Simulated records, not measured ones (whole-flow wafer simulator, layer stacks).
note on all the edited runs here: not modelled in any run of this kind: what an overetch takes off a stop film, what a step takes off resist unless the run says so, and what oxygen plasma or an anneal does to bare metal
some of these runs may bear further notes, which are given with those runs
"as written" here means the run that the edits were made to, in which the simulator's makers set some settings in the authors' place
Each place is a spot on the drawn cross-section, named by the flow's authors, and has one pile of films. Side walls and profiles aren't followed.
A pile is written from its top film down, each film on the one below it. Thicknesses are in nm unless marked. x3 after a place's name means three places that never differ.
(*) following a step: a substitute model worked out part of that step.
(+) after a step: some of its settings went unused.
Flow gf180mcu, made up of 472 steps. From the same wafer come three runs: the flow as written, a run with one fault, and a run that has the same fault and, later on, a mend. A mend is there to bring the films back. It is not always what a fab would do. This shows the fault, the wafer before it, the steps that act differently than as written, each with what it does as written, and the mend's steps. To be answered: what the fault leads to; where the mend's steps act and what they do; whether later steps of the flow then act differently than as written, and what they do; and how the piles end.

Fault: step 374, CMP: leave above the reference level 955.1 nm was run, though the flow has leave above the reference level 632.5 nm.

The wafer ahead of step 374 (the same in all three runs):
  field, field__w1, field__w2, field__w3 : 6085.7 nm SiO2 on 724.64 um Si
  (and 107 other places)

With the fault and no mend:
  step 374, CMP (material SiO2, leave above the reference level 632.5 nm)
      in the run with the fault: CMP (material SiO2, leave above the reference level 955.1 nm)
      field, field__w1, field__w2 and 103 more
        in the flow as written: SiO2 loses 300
        in the run with the fault: nothing
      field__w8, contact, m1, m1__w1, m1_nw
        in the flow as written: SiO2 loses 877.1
        in the run with the fault: SiO2 loses 554.5
  Steps later in the flow that act otherwise than as written (not shown: 11 more steps that differ only slightly, by at most 2% or 0.5 nm, whichever is larger):
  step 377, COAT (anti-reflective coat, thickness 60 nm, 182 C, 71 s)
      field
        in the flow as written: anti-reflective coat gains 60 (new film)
        in the run with the fault: anti-reflective coat gains 68.9 (new film)
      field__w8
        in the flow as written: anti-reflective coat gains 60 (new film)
        in the run with the fault: anti-reflective coat gains 47 (new film)
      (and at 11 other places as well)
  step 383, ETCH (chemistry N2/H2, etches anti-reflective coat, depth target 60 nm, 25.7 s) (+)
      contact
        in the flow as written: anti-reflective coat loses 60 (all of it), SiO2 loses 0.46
        in the run with the fault: anti-reflective coat loses 47.2 (all of it), SiO2 loses 0.79
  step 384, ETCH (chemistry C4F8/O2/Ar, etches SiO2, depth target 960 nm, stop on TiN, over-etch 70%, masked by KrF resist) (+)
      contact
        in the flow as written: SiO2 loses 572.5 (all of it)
        in the run with the fault: SiO2 loses 894.7 (all of it)
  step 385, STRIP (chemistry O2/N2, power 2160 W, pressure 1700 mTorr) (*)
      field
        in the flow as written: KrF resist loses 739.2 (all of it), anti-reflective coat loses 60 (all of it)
        in the run with the fault: KrF resist loses 734.6 (all of it), anti-reflective coat loses 68.9 (all of it)
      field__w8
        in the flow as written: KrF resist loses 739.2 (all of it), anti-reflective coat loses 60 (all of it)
        in the run with the fault: KrF resist loses 737.1 (all of it), anti-reflective coat loses 47 (all of it)
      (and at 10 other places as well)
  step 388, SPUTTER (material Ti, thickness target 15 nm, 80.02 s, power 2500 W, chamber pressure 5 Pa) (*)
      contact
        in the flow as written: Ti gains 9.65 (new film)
        in the run with the fault: Ti gains 8.11 (new film)
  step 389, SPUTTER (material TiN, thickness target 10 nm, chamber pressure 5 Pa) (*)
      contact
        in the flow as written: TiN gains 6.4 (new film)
        in the run with the fault: TiN gains 5.38 (new film)
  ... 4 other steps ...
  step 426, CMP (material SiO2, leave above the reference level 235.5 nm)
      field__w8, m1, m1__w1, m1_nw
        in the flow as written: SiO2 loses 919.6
        in the run with the fault: SiO2 loses 941.2
  The piles end different from the flow's at field, field__w1, field__w2 and 109 more by more than 2% or 0.5 nm, whichever is larger.
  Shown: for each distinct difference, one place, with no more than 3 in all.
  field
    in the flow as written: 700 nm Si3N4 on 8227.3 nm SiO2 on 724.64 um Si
    in the run with the fault: 700 nm Si3N4 on 8527.3 nm SiO2 on 724.64 um Si
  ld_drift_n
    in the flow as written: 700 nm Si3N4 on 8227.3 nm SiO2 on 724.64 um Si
    in the run with the fault: 700 nm Si3N4 on 8527.2 nm SiO2 on 724.64 um Si
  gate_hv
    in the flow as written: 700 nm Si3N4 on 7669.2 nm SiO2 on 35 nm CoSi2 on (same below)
    in the run with the fault: 700 nm Si3N4 on 7969.1 nm SiO2 on 35 nm CoSi2 on (same below)

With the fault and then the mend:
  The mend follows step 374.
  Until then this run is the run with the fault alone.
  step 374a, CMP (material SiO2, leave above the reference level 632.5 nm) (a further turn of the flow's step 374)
      field, field__w1, field__w2 and 103 more
        SiO2 loses 300
      field__w8, contact, m1, m1__w1, m1_nw
        SiO2 loses 322.6
  Later steps of the flow that are run all act as written at every place that is followed.
  The piles end the same as the flow's at every place that both follow.
